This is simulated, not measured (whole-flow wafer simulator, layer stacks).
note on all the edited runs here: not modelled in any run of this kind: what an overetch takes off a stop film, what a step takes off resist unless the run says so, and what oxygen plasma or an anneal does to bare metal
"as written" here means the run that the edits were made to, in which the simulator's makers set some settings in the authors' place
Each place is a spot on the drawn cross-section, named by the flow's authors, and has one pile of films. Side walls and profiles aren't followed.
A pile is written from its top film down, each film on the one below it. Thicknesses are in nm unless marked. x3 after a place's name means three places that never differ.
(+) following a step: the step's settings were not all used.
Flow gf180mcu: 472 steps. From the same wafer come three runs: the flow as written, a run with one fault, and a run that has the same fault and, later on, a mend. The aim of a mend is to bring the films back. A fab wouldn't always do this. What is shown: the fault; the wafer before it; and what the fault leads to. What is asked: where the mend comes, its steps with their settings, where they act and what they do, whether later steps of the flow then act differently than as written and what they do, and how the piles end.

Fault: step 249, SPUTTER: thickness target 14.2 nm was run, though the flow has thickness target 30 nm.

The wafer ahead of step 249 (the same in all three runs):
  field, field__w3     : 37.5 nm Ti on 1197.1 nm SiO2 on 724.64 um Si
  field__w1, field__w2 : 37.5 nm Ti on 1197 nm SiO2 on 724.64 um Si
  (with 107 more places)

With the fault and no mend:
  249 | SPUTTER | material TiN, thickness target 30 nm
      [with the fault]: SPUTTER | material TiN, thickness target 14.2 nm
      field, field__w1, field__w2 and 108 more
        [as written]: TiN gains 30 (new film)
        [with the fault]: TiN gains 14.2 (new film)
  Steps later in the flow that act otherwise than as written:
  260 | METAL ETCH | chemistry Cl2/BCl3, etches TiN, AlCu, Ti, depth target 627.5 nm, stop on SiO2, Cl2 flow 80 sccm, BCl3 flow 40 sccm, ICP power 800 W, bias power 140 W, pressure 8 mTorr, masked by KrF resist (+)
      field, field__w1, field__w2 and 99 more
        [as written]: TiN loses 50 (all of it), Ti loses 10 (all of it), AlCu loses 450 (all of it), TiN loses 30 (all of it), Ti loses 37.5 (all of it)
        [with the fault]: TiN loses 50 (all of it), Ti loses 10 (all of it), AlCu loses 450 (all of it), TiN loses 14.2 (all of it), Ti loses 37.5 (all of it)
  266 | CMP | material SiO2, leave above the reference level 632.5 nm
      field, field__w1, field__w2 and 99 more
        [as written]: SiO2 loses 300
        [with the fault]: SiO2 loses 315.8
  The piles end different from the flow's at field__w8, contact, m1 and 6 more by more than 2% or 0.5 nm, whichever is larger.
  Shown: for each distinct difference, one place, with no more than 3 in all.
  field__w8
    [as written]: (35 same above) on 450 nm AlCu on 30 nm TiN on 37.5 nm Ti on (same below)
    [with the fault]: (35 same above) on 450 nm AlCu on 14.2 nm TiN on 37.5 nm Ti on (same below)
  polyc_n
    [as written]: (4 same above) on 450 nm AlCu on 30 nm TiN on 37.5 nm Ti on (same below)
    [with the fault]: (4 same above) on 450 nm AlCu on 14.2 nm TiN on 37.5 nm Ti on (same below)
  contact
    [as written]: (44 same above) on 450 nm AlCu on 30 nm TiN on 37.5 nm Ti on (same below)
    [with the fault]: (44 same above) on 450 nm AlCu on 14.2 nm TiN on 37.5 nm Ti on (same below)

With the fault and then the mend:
  The mend follows step 249.
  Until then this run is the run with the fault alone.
  249a | SPUTTER | material TiN, thickness target 15.8 nm (the flow's step 249 again, with other settings)
      field, field__w1, field__w2 and 108 more
        TiN gains 15.8
  Later steps of the flow that are run all act as written at every place that is followed.
  At every place that both follow, the piles at the end match the flow's.
